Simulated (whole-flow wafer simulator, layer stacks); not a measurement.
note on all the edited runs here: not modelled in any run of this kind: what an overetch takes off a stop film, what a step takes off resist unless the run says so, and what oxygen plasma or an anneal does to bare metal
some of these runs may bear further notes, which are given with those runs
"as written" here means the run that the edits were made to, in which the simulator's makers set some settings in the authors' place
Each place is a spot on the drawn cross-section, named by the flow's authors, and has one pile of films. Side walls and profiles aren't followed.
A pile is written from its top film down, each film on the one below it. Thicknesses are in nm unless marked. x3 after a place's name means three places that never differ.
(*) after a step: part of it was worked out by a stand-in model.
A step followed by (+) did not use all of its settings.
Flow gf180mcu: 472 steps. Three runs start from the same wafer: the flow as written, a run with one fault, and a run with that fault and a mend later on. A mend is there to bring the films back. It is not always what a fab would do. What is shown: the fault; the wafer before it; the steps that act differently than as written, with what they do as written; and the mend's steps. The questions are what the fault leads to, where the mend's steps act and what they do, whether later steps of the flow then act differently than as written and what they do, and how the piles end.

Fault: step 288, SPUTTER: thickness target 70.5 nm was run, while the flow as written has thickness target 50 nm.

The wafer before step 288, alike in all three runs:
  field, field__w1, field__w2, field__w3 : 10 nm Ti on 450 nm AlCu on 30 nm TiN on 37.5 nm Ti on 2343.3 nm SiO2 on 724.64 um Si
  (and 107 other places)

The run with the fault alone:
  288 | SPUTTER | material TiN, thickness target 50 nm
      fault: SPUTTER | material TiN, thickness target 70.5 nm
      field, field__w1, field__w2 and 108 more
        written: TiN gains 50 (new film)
        fault: TiN gains 70.5 (new film)
  Steps further on in the flow that do not act as written (3 other steps are not shown; they differ only slightly, by no more than 2% or 0.5 nm, whichever is larger):
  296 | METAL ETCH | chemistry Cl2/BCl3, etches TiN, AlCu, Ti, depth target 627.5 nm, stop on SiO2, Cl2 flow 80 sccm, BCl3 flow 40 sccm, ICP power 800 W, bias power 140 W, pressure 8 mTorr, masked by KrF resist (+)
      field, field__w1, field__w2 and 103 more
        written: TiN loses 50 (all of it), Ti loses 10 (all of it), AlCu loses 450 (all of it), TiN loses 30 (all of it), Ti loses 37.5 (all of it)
        fault: TiN loses 70.5 (all of it), Ti loses 10 (all of it), AlCu loses 450 (all of it), TiN loses 30 (all of it), Ti loses 37.5 (all of it)
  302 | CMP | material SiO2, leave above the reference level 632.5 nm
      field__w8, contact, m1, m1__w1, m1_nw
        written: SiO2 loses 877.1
        fault: SiO2 loses 897.6
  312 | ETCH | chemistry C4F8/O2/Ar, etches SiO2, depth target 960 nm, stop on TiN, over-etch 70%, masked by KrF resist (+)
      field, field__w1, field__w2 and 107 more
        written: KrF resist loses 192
        fault: KrF resist loses 187.7
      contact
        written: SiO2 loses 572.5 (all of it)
        fault: SiO2 loses 552 (all of it)
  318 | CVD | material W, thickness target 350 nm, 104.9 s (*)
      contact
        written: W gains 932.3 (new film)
        fault: W gains 911.6 (new film)
  The piles end different from the flow's at field__w8, contact, m1, m1__w1, m1_nw by more than 2% or 0.5 nm, whichever is larger.
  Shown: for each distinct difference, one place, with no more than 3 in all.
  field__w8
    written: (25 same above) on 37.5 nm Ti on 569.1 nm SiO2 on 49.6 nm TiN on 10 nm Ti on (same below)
    fault: (25 same above) on 37.5 nm Ti on 548.6 nm SiO2 on 70.1 nm TiN on 10 nm Ti on (same below)
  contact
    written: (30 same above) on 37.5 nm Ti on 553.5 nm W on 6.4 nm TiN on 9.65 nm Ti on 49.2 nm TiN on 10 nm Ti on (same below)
    fault: (30 same above) on 37.5 nm Ti on 532.8 nm W on 6.48 nm TiN on 9.77 nm Ti on 69.7 nm TiN on 10 nm Ti on (same below)

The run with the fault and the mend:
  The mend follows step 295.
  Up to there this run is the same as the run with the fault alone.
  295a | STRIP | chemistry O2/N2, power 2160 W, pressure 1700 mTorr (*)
      field__w8, contact, m1, m1__w1, m1_nw
        KrF resist loses 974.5 (all of it)
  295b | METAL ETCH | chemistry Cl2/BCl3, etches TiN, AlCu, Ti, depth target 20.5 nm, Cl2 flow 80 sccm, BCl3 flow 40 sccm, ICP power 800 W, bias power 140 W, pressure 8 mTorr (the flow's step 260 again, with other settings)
      field, field__w1, field__w2 and 108 more
        TiN loses 20.5
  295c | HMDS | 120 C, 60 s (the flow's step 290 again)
      leaves every film unchanged at each place that is followed
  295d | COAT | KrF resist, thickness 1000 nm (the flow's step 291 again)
      field, field__w1, field__w2 and 108 more
        KrF resist gains 1000 (new film)
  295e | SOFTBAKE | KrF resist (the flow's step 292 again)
      leaves every film unchanged at each place that is followed
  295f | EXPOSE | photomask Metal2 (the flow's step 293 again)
      leaves every film unchanged at each place that is followed
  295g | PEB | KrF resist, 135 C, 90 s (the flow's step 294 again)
      field, field__w1, field__w2 and 108 more
        KrF resist loses 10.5
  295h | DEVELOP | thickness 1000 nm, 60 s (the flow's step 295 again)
      field, field__w1, field__w2 and 103 more
        KrF resist loses 989.5 (all of it)
      field__w8, contact, m1, m1__w1, m1_nw
        KrF resist loses 14.9
  Later steps of the flow that are run all act as written at every place that is followed.
  At every place that both follow, the piles at the end match the flow's.
